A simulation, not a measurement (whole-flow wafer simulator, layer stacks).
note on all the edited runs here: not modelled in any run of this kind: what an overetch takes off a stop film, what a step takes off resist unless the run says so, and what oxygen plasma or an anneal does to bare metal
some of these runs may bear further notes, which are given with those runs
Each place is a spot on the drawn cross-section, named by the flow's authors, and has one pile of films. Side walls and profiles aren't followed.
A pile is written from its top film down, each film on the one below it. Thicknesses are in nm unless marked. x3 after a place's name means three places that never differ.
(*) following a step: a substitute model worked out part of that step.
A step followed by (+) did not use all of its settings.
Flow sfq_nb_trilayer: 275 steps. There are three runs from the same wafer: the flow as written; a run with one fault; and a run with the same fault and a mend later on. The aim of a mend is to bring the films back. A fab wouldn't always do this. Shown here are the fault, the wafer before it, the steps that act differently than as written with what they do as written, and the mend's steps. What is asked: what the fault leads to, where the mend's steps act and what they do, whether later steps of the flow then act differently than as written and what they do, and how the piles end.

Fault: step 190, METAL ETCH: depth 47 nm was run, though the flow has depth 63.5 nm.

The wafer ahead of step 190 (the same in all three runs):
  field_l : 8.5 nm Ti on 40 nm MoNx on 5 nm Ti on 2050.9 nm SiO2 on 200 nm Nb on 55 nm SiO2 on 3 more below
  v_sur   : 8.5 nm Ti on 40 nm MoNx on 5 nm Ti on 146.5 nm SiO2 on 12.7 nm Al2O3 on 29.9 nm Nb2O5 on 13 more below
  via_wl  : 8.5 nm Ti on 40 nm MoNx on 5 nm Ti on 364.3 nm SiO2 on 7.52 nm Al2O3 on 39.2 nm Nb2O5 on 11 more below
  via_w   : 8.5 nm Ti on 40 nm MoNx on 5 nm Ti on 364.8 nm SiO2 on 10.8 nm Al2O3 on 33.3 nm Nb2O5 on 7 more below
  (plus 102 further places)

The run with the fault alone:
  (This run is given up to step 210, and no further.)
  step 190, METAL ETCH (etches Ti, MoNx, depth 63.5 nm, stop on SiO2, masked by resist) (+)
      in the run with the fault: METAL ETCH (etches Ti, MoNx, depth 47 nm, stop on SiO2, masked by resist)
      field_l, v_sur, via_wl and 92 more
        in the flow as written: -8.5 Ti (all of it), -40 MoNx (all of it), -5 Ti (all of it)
        in the run with the fault: -8.5 Ti (all of it), -38.5 MoNx
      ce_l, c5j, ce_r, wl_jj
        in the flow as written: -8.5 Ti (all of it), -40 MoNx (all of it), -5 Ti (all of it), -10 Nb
        in the run with the fault: -8.5 Ti (all of it), -38.5 MoNx
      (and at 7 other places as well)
  Later steps of the flow acting differently than as written (not shown: 6 more steps that differ only slightly, by at most 2% or 0.5 nm, whichever is larger):
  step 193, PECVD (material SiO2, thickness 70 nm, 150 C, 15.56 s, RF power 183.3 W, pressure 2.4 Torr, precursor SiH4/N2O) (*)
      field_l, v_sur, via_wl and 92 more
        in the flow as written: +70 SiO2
        in the run with the fault: +70 SiO2 (new film)
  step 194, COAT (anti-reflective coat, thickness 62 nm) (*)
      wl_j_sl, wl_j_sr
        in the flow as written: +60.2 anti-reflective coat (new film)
        in the run with the fault: +62 anti-reflective coat (new film)
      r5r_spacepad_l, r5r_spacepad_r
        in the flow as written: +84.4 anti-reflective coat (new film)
        in the run with the fault: +81.6 anti-reflective coat (new film)
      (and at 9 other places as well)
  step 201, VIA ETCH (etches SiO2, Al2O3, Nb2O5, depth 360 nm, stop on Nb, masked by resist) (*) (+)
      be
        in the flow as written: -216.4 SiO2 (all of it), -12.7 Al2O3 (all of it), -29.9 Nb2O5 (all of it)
        in the run with the fault: -69.8 SiO2 (all of it), -1.5 MoNx (all of it), -5 Ti (all of it), -146.5 SiO2 (all of it), -12.7 Al2O3 (all of it), -29.9 Nb2O5 (all of it)
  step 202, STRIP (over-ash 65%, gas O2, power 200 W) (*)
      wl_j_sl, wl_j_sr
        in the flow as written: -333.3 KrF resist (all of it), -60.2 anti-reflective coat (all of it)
        in the run with the fault: -333.1 KrF resist (all of it), -62 anti-reflective coat (all of it)
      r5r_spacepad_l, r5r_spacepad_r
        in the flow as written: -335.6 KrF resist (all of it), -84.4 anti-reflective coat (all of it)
        in the run with the fault: -335.3 KrF resist (all of it), -81.6 anti-reflective coat (all of it)
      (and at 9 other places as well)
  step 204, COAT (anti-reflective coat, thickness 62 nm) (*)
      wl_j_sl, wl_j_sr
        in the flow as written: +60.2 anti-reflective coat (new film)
        in the run with the fault: +62 anti-reflective coat (new film)
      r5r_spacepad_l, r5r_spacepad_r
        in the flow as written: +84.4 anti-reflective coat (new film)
        in the run with the fault: +81.6 anti-reflective coat (new film)
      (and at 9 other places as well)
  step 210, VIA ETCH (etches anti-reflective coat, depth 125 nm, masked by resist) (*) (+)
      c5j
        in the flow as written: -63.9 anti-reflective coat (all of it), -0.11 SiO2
        in the run with the fault: -61.3 anti-reflective coat (all of it), -0.12 SiO2
  Once step 210 is done, the piles at field_l, v_sur, via_wl and 99 more depart from the flow's by more than 2% or 0.5 nm, whichever is larger.
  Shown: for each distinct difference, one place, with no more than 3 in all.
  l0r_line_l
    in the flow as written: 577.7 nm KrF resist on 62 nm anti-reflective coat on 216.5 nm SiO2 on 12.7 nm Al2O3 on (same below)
    in the run with the fault: 577.3 nm KrF resist on 62 nm anti-reflective coat on 70 nm SiO2 on 1.5 nm MoNx on 5 nm Ti on 146.5 nm SiO2 on 12.7 nm Al2O3 on (same below)
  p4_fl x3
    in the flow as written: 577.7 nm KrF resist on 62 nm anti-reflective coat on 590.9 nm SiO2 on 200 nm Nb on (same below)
    in the run with the fault: 577.3 nm KrF resist on 62 nm anti-reflective coat on 70 nm SiO2 on 1.5 nm MoNx on 5 nm Ti on 520.9 nm SiO2 on 200 nm Nb on (same below)
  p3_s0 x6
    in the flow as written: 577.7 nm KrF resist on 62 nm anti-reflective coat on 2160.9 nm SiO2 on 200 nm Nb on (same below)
    in the run with the fault: 577.3 nm KrF resist on 62 nm anti-reflective coat on 70 nm SiO2 on 1.5 nm MoNx on 5 nm Ti on 2090.9 nm SiO2 on 200 nm Nb on (same below)

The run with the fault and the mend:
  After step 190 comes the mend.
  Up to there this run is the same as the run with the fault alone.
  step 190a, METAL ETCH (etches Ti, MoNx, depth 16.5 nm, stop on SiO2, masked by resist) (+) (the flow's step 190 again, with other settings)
      field_l, v_sur, via_wl and 92 more
        -1.5 MoNx (all of it), -5 Ti (all of it)
      be_r, r_sur, res, r_end, r5r_line_l, r5r_line_c, r5r_line_r
        -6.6 KrF resist
      ce_l, c5j, ce_r, wl_jj
        -1.5 MoNx (all of it), -5 Ti (all of it), -10 Nb
  Every later step of the flow that is run acts as written at every place that is followed.
  At every place that both follow, the piles at the end match the flow's.
